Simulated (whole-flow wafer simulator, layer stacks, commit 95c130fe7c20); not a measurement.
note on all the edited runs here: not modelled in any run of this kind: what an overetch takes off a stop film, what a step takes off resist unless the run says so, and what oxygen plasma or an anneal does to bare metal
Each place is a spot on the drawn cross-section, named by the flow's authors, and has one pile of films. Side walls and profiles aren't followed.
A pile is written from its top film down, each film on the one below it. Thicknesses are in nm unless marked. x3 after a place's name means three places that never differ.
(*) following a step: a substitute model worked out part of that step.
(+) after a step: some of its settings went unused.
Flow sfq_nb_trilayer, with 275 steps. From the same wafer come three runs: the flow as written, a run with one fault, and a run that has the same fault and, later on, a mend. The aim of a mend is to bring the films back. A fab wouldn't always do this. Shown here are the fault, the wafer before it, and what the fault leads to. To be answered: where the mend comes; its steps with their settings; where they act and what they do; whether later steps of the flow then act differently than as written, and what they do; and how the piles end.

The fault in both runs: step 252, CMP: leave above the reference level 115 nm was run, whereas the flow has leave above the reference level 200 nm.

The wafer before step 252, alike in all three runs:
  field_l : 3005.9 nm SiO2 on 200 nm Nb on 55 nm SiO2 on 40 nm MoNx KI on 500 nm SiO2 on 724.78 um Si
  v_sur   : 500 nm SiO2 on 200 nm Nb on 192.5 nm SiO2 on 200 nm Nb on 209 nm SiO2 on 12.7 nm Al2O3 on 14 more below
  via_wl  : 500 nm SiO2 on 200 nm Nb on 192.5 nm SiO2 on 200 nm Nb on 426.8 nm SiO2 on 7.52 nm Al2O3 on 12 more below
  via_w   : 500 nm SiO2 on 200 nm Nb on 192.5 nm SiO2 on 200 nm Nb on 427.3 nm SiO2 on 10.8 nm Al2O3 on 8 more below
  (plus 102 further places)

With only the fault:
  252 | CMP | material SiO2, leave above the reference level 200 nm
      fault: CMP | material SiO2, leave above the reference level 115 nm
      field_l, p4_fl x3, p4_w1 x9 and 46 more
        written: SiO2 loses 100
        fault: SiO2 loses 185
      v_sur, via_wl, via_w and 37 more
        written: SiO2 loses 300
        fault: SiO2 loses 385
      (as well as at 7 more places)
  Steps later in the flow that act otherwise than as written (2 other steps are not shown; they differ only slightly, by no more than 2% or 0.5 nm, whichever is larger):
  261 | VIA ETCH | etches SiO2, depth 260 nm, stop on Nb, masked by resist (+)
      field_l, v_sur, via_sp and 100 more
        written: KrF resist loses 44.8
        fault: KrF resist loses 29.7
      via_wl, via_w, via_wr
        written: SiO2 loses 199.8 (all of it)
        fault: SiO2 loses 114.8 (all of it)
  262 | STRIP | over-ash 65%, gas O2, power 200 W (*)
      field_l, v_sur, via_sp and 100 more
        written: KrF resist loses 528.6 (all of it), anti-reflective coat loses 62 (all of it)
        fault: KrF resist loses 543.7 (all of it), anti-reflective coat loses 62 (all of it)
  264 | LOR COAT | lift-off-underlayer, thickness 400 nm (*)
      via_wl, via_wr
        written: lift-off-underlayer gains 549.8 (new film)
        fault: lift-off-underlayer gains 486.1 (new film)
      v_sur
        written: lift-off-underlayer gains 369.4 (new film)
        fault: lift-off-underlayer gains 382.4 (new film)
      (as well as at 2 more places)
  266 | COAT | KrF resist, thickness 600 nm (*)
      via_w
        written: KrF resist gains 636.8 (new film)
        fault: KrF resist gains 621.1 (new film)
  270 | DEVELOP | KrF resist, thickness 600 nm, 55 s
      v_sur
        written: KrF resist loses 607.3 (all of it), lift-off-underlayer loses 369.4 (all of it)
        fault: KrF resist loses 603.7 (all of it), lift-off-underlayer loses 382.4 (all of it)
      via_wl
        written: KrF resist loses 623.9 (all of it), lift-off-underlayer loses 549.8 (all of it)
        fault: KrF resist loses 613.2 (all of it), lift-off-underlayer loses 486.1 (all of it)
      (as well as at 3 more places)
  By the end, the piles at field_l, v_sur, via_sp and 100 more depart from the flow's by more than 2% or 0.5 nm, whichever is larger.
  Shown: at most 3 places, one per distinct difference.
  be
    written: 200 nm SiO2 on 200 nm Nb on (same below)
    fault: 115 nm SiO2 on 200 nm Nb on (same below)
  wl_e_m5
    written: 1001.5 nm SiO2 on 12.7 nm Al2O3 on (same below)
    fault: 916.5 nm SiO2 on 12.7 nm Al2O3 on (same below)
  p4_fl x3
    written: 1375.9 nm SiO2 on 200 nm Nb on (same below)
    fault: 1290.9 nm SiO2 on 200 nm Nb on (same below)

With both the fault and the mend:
  The mend follows step 259.
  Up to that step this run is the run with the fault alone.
  259a | STRIP | over-ash 65%, gas O2, power 200 W (*)
      field_l, v_sur, via_sp and 100 more
        KrF resist loses 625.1 (all of it), anti-reflective coat loses 62 (all of it)
      via_wl, via_w, via_wr
        anti-reflective coat loses 62 (all of it)
  259b | PECVD | material SiO2, thickness 85 nm, 150 C, 18.89 s, RF power 183.3 W, pressure 2.4 Torr, precursor SiH4/N2O (the flow's step 251, run once more with other settings)
      field_l, v_sur, via_wl and 103 more
        SiO2 gains 85
  259c | COAT | anti-reflective coat, thickness 62 nm (the flow's step 254, run once more)
      field_l, v_sur, via_wl and 103 more
        anti-reflective coat gains 62 (new film)
  259d | COAT | KrF resist, thickness 650 nm (the flow's step 255, run once more)
      field_l, v_sur, via_wl and 103 more
        KrF resist gains 650 (new film)
  259e | SOFTBAKE | KrF resist (the flow's step 256, run once more)
      leaves every film unchanged at each place that is followed
  259f | EXPOSE | photomask I7, dose 11.93 mJ/cm2, NA 0.6, wavelength 248 nm (*) (the flow's step 257, run once more)
      leaves every film unchanged at each place that is followed
  259g | PEB | KrF resist, 90 s (the flow's step 258, run once more)
      field_l, v_sur, via_wl and 103 more
        KrF resist loses 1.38
  259h | DEVELOP | KrF resist, thickness 650 nm, 60 s (the flow's step 259, run once more)
      field_l, v_sur, via_sp and 100 more
        KrF resist loses 23.5
      via_wl, via_w, via_wr
        KrF resist loses 648.6 (all of it)
  Every later step of the flow that is run acts as written at every place that is followed.
  By the end, the piles equal the flow's at every place that both follow.
